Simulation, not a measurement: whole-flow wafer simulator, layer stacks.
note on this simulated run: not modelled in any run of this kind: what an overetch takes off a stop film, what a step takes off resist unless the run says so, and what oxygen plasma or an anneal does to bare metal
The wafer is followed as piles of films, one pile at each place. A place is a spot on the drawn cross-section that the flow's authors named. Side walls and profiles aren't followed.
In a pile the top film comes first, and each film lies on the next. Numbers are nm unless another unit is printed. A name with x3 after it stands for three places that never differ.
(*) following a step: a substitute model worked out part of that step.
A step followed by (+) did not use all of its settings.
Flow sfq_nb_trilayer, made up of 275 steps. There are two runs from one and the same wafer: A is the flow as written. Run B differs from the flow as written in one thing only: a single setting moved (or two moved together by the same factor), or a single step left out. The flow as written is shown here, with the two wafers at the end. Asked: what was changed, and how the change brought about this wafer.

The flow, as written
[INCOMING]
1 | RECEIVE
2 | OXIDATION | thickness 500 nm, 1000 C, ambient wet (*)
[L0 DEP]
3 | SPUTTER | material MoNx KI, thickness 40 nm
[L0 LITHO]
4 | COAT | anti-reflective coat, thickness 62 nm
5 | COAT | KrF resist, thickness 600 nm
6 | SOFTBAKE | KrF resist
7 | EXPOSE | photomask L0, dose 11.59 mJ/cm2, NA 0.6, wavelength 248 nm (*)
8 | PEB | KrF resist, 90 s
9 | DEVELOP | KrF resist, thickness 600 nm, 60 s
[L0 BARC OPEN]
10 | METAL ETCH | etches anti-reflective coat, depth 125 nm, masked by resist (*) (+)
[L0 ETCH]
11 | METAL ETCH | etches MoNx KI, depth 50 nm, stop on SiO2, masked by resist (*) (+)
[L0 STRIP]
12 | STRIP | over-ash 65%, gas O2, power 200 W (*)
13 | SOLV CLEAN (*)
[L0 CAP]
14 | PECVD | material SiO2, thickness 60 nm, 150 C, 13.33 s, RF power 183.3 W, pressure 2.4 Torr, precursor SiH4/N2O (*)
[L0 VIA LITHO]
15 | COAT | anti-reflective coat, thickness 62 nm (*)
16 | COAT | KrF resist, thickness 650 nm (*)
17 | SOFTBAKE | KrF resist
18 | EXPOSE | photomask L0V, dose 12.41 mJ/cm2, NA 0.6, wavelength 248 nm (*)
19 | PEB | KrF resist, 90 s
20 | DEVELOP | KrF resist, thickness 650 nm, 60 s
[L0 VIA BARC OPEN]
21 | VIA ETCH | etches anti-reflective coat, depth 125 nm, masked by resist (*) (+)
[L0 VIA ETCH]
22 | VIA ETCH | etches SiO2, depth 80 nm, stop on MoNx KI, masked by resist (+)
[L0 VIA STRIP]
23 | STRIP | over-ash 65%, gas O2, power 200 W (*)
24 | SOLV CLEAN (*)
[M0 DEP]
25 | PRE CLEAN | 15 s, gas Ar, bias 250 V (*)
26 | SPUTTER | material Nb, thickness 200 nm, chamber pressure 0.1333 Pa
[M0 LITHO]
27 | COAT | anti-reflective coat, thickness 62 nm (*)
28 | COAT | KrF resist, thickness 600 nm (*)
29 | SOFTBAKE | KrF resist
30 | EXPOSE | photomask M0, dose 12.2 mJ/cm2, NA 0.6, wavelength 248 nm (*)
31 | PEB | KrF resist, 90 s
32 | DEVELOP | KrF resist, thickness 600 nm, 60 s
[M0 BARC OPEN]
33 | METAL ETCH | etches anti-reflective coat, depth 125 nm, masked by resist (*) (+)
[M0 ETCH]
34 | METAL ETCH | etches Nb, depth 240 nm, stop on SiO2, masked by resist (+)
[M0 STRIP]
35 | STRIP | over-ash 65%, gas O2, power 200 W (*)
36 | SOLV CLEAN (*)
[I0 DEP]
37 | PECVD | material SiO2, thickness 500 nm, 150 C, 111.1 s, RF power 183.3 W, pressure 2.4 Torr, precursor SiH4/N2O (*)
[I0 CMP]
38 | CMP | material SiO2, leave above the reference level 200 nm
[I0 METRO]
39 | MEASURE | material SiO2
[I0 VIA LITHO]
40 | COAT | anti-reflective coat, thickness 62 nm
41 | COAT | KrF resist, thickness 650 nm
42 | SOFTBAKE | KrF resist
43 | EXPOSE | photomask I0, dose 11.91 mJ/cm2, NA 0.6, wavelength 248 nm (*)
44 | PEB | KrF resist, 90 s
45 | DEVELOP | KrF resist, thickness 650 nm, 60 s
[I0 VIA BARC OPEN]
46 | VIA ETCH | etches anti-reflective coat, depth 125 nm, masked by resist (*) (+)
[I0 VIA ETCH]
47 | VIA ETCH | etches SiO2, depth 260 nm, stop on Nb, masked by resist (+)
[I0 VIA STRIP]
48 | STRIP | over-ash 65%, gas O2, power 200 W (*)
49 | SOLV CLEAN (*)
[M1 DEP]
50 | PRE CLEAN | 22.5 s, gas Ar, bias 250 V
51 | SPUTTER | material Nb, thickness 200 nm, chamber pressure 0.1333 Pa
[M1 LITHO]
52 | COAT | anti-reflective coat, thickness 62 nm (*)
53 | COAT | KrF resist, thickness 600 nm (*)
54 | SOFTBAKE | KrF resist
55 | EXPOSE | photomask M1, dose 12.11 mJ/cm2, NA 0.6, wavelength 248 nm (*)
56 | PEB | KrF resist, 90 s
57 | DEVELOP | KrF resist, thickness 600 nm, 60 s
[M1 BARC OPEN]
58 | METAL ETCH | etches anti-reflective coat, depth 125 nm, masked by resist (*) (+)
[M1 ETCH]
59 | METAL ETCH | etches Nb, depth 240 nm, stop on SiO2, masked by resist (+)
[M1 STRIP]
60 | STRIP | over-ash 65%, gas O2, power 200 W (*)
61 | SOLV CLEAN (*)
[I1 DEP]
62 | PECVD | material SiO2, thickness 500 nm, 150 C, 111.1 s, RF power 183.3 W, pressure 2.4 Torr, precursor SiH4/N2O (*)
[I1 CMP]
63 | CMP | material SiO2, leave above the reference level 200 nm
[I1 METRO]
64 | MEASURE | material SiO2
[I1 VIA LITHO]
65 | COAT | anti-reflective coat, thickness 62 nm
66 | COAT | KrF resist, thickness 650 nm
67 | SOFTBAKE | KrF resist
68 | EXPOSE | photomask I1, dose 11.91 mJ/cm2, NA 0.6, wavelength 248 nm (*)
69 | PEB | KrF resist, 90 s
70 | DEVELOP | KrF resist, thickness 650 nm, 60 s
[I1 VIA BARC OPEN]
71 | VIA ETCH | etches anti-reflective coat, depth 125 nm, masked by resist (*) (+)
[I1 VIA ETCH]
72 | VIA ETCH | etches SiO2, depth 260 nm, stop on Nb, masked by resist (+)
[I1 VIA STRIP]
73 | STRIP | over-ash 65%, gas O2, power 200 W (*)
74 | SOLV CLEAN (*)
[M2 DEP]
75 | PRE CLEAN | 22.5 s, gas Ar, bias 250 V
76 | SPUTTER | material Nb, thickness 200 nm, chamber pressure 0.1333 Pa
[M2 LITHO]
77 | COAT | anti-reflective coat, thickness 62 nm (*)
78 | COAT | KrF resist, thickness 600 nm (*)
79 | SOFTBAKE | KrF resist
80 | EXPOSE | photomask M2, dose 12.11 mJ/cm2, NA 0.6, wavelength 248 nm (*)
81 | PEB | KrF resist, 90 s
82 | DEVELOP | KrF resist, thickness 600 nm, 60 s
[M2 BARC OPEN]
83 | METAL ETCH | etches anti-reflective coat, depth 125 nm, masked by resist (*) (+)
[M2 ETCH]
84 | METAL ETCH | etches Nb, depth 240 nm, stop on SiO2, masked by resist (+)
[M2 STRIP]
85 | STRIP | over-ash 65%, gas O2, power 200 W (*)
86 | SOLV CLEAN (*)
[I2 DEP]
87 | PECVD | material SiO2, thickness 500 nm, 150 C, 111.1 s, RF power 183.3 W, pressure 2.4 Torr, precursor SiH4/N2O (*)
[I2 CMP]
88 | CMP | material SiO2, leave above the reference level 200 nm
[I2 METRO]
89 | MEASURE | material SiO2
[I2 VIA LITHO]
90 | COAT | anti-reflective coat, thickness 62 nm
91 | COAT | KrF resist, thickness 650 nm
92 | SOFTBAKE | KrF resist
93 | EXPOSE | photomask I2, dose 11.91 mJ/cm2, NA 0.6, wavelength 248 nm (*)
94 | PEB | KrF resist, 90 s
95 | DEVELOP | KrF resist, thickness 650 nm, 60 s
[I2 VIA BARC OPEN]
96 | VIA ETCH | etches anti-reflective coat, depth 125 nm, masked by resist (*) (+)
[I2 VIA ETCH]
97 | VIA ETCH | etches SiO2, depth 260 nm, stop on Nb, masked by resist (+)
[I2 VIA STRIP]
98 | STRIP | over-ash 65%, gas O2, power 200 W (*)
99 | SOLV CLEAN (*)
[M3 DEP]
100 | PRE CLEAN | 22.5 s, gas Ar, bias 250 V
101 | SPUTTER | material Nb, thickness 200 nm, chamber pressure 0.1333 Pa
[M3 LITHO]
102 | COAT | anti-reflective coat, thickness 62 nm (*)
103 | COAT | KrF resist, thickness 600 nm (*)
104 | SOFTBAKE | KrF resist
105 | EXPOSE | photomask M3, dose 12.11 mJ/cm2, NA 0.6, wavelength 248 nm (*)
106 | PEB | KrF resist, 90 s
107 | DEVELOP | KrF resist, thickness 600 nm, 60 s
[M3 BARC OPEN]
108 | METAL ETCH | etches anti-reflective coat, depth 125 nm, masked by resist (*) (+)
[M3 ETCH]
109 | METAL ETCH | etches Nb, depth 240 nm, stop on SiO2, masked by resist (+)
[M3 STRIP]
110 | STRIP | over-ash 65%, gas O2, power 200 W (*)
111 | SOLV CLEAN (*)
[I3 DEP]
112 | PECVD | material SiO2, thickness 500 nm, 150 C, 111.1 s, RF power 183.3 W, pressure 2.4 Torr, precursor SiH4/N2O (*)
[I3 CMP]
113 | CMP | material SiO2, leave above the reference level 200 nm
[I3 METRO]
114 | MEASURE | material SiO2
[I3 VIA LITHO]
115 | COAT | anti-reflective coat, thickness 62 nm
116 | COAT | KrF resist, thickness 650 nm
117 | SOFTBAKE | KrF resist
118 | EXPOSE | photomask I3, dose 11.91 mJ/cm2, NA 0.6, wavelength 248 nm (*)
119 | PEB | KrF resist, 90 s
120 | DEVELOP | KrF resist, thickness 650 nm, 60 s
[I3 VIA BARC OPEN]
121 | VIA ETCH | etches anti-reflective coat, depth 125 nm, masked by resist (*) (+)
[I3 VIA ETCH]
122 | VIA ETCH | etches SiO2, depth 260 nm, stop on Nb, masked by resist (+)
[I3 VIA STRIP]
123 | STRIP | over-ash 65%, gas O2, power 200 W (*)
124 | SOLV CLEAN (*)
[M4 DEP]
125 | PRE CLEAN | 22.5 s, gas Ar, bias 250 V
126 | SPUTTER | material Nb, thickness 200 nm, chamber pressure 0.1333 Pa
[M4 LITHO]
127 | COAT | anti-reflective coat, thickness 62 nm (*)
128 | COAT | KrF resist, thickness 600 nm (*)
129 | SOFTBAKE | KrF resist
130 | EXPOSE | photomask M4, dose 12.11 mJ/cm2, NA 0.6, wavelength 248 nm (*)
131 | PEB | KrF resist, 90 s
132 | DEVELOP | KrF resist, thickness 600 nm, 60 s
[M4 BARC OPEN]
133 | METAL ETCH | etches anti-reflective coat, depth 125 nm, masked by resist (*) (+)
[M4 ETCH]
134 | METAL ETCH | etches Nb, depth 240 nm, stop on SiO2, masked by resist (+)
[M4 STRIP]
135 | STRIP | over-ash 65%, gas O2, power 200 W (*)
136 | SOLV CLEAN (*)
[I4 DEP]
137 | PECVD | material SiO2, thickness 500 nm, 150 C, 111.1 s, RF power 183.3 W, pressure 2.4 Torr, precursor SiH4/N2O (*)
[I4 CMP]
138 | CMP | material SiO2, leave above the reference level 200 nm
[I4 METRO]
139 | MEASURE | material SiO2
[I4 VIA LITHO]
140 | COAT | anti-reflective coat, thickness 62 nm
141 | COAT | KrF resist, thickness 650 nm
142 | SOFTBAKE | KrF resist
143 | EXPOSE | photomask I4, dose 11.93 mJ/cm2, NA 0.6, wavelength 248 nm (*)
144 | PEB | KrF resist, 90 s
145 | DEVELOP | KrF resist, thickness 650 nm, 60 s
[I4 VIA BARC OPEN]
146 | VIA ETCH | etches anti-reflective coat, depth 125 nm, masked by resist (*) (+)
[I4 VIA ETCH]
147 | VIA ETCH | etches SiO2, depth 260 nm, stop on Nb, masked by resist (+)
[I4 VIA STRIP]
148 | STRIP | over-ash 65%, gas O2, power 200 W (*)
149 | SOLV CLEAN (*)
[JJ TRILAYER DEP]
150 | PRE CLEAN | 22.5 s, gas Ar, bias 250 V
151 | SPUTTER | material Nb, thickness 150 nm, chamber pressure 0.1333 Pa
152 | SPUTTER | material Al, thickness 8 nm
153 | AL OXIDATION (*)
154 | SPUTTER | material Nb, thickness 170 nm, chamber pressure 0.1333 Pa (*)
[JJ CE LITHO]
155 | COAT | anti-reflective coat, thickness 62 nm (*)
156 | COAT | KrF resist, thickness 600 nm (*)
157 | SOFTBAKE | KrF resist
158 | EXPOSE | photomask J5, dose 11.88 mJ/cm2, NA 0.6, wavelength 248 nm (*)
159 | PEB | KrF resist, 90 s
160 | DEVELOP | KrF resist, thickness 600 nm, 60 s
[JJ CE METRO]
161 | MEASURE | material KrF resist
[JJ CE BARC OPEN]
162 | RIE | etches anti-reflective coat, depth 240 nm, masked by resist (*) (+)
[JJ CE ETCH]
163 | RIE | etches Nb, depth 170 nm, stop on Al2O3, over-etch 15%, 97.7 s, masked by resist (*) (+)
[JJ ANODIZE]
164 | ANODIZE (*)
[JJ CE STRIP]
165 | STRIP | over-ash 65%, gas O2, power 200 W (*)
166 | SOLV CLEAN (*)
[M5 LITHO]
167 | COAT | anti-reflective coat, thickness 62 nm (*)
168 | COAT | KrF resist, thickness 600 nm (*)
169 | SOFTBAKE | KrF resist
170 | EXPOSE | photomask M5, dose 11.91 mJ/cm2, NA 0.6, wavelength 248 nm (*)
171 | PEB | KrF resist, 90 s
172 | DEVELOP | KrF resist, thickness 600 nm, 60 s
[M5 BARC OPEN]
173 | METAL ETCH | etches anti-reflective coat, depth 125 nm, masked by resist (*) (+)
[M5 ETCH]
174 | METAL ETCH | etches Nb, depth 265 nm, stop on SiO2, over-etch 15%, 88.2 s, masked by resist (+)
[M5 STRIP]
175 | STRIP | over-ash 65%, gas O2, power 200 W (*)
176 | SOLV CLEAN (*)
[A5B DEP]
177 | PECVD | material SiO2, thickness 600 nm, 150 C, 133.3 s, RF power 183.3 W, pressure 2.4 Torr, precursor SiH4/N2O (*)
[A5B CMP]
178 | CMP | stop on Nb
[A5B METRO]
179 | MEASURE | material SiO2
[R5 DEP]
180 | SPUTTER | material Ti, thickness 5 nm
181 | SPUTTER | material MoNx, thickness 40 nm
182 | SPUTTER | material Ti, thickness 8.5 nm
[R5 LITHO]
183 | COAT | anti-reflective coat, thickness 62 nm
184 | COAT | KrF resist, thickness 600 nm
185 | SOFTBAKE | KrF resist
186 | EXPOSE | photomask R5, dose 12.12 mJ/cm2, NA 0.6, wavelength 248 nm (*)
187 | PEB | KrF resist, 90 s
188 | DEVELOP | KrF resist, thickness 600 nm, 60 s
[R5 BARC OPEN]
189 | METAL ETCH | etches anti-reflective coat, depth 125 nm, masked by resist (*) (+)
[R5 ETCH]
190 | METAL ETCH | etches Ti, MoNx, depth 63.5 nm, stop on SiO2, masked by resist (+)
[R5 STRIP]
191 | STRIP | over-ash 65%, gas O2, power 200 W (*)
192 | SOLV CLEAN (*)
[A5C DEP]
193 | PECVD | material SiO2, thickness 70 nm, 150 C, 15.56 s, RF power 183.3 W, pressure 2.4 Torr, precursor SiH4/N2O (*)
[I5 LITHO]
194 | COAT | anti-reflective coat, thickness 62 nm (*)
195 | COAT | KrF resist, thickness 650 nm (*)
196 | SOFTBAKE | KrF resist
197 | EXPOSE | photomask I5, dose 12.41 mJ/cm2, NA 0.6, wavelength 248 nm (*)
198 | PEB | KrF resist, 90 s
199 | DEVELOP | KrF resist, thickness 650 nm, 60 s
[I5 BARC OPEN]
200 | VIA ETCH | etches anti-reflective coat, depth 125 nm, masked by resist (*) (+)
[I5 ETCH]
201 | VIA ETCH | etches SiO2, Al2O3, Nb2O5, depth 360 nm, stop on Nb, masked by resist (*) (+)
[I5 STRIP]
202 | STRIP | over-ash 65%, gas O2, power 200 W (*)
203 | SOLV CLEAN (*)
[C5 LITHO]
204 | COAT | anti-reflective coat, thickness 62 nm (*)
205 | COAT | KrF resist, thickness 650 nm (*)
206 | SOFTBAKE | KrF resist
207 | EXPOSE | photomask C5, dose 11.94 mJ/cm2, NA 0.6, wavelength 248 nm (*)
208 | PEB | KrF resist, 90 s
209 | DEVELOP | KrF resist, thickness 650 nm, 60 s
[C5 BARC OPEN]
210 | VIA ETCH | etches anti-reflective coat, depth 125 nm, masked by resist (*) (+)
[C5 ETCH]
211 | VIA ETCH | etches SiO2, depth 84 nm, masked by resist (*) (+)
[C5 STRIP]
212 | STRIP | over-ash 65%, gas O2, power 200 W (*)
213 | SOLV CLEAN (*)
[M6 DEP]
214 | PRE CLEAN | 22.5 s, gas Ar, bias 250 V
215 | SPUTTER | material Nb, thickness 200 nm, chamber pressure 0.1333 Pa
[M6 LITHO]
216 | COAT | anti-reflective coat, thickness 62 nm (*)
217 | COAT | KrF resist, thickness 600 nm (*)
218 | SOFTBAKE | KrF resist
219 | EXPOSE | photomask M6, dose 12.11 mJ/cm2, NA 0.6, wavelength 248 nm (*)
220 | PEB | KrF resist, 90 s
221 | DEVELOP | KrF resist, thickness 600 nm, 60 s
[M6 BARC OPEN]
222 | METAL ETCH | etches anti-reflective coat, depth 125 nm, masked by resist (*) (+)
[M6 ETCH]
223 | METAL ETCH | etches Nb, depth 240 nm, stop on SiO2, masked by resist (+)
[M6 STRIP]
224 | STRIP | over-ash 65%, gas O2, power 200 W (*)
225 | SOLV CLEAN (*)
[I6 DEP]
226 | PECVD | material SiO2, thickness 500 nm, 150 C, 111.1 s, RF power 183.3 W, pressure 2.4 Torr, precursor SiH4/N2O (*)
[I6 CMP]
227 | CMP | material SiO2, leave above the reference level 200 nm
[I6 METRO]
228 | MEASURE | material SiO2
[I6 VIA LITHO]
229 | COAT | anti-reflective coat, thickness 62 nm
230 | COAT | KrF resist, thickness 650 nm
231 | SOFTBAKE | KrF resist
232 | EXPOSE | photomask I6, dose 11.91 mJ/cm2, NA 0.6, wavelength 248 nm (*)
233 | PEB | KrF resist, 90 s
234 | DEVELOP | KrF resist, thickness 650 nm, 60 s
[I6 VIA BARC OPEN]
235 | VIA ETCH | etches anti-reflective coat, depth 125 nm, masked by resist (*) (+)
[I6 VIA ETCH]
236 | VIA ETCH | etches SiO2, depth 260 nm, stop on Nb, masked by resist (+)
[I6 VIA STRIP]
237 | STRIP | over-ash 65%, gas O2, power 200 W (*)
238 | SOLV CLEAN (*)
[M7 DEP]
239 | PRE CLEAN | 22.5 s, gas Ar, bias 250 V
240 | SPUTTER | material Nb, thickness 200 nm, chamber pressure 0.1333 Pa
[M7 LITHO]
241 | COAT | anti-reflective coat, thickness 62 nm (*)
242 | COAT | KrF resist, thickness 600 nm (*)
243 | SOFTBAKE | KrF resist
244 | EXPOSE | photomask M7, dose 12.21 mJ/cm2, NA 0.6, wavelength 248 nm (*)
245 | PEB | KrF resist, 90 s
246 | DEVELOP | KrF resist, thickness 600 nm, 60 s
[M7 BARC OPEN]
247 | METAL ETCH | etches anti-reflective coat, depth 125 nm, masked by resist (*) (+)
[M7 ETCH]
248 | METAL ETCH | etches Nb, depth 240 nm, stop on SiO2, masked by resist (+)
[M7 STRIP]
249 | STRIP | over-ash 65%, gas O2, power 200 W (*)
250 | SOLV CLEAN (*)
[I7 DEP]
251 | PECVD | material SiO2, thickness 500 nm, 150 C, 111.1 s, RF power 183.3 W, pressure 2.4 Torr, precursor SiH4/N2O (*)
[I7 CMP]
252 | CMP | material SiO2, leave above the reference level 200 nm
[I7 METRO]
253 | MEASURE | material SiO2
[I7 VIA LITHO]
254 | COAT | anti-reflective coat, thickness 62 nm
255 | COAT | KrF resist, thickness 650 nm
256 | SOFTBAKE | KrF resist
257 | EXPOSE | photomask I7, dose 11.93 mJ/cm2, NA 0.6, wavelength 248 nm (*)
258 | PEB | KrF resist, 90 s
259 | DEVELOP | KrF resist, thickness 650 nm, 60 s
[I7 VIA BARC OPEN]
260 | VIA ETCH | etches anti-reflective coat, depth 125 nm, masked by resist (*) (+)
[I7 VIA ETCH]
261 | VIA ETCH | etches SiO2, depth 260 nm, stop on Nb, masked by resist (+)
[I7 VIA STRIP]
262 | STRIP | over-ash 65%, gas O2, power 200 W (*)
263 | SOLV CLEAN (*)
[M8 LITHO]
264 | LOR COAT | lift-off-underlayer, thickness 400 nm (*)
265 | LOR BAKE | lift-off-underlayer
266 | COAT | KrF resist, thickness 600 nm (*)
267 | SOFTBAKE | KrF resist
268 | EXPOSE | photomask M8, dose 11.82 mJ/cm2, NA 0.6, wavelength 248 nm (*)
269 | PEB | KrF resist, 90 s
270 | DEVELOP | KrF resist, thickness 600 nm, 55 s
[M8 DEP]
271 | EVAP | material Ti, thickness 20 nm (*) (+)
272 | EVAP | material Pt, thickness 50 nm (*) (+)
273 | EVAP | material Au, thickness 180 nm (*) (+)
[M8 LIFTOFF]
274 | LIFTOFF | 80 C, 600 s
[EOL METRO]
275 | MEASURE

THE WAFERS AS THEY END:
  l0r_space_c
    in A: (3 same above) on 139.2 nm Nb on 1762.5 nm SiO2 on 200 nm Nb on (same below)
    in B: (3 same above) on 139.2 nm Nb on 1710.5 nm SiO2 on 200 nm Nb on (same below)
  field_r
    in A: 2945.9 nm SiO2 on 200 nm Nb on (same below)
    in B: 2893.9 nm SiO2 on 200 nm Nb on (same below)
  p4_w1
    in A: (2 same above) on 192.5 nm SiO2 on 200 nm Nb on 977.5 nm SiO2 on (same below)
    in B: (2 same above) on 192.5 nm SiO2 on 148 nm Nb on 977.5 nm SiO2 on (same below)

Cause: step 101, SPUTTER: thickness 148 nm was run, while the flow as written has thickness 200 nm.
The wafer itself shows it: p4_w1 has Nb 148, and step 101 as written asks for 200 nm.

Step by step, how the change led to this:
  101 | SPUTTER | material Nb, thickness 200 nm, chamber pressure 0.1333 Pa
      field_l, v_sur, via_wl and 102 more: A Nb gains 200 (new film) | B Nb gains 148 (new film)
      via_w: A Nb gains 165.5 | B Nb gains 122.2
  102 | COAT | anti-reflective coat, thickness 62 nm (*)
      via_wl, via_wr: A anti-reflective coat gains 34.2 (new film) | B anti-reflective coat gains 33.5 (new film)
      via_w: A anti-reflective coat gains 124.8 (new film) | B anti-reflective coat gains 122.2 (new film)
  109 | METAL ETCH | etches Nb, depth 240 nm, stop on SiO2, masked by resist (+)
      field_l, be, be_sur and 72 more: A Nb loses 200 (all of it) | B Nb loses 148 (all of it)
      v_sur, via_wl, via_w and 28 more: A KrF resist loses 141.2 | B KrF resist loses 130.6
  110 | STRIP | over-ash 65%, gas O2, power 200 W (*)
      p4_w1, p4_w2, p4_w3 and 21 more: A KrF resist loses 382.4 (all of it), anti-reflective coat loses 62 (all of it) | B KrF resist loses 393 (all of it), anti-reflective coat loses 62 (all of it)
      via_wl, via_wr: A KrF resist loses 384.2 (all of it), anti-reflective coat loses 34.2 (all of it) | B KrF resist loses 396.1 (all of it), anti-reflective coat loses 33.5 (all of it)
      (also at 5 further places)
  112 | PECVD | material SiO2, thickness 500 nm, 150 C, 111.1 s, RF power 183.3 W, pressure 2.4 Torr, precursor SiH4/N2O (*)
      p4_g1, p4_g2, p3_s0, p3_s1, p3_s2, p3_s3, p3_s4, p3_s5: A SiO2 gains 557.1 | B SiO2 gains 505.1
      via_w: A SiO2 gains 615 (new film) | B SiO2 gains 601.1 (new film)
  113 | CMP | material SiO2, leave above the reference level 200 nm
      field_l, be, be_sur and 64 more: A SiO2 loses 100 | B SiO2 loses 152
      via_w: A SiO2 loses 181.6 | B SiO2 loses 176.4
